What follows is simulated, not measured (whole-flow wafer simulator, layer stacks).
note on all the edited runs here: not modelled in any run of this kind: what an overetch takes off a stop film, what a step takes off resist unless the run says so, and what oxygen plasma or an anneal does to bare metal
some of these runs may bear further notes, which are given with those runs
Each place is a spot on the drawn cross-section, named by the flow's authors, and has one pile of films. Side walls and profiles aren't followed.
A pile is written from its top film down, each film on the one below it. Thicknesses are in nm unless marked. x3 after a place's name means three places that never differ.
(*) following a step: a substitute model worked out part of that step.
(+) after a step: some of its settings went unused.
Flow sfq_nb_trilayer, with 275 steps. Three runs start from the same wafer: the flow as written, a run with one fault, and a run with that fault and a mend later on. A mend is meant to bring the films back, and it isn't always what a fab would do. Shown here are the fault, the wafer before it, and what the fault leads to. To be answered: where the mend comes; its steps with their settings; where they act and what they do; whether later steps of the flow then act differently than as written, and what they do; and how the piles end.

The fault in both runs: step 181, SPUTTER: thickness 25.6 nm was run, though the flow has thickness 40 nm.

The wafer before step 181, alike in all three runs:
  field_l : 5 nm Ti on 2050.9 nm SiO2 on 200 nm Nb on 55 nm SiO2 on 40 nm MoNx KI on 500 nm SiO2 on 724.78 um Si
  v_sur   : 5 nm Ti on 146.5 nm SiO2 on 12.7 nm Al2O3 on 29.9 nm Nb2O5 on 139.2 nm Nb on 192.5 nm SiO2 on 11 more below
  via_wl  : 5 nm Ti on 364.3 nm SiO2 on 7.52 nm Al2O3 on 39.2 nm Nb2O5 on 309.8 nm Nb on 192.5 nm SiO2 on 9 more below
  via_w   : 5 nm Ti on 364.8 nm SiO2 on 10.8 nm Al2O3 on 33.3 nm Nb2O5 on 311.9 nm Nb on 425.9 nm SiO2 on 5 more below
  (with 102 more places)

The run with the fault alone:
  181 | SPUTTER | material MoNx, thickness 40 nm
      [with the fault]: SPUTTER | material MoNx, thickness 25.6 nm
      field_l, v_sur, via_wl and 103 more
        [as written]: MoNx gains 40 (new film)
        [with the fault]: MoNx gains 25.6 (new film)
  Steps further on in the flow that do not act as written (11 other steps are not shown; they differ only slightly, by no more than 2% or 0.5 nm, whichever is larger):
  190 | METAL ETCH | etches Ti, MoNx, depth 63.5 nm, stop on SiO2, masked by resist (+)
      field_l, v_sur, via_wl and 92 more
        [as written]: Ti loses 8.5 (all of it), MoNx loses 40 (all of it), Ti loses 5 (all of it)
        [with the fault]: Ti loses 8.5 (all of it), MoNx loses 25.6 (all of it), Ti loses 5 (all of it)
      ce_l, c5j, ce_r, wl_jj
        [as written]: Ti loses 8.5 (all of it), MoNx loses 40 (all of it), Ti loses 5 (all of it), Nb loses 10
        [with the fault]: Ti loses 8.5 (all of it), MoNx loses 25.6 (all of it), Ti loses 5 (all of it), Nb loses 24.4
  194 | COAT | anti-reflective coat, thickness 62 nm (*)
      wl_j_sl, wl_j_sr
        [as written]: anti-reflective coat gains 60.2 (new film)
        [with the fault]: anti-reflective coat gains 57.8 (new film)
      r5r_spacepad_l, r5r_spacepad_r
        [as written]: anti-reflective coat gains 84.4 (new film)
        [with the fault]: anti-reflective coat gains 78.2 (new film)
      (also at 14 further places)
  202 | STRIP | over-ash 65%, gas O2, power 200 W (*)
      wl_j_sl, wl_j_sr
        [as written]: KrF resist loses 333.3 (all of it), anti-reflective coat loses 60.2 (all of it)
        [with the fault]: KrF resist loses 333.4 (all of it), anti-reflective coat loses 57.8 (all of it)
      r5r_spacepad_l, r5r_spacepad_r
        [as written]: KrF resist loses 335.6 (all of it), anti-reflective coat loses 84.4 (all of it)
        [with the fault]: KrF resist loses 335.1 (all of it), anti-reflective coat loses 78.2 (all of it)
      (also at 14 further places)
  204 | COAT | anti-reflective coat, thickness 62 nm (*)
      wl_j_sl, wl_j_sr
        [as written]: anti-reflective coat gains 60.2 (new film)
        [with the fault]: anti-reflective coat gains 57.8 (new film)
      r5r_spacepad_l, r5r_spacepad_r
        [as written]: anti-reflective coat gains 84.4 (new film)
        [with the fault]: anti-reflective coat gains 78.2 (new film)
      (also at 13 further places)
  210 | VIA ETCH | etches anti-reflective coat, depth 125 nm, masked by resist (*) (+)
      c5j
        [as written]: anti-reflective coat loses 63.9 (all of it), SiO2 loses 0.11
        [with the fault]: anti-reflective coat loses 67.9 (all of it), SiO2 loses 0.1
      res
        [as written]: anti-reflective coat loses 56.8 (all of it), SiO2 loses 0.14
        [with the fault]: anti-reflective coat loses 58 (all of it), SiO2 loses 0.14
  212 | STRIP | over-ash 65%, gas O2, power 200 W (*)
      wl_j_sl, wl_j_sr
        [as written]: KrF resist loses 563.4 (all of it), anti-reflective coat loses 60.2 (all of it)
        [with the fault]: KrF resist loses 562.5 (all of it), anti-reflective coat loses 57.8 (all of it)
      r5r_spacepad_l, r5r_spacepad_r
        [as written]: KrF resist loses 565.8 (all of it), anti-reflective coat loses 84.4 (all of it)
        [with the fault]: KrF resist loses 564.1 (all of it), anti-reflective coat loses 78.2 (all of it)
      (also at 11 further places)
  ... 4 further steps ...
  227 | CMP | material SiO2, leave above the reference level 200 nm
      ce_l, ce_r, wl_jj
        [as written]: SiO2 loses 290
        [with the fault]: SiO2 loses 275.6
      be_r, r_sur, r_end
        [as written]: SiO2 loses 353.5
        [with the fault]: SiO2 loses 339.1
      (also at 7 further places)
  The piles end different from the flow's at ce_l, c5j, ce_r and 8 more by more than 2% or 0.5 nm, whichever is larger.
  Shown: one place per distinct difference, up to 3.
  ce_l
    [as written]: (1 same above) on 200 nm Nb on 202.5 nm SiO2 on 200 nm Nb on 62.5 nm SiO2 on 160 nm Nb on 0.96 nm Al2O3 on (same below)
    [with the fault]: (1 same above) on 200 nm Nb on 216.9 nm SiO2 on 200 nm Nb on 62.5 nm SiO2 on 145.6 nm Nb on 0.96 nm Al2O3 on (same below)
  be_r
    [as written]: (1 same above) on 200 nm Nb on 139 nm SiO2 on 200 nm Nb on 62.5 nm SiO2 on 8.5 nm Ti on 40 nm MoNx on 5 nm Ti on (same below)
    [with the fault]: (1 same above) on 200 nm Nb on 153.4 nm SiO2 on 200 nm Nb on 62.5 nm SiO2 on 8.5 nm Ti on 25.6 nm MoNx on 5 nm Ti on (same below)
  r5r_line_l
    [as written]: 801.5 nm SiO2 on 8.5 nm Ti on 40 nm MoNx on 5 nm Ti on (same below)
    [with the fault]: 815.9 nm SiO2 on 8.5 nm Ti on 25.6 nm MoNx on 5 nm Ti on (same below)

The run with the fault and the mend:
  The mend follows step 181.
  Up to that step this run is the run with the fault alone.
  181a | SPUTTER | material MoNx, thickness 14.4 nm (the flow's step 181 again, with other settings)
      field_l, v_sur, via_wl and 103 more
        MoNx gains 14.4
  Later steps of the flow that are run all act as written at every place that is followed.
  At every place that both follow, the piles at the end match the flow's.
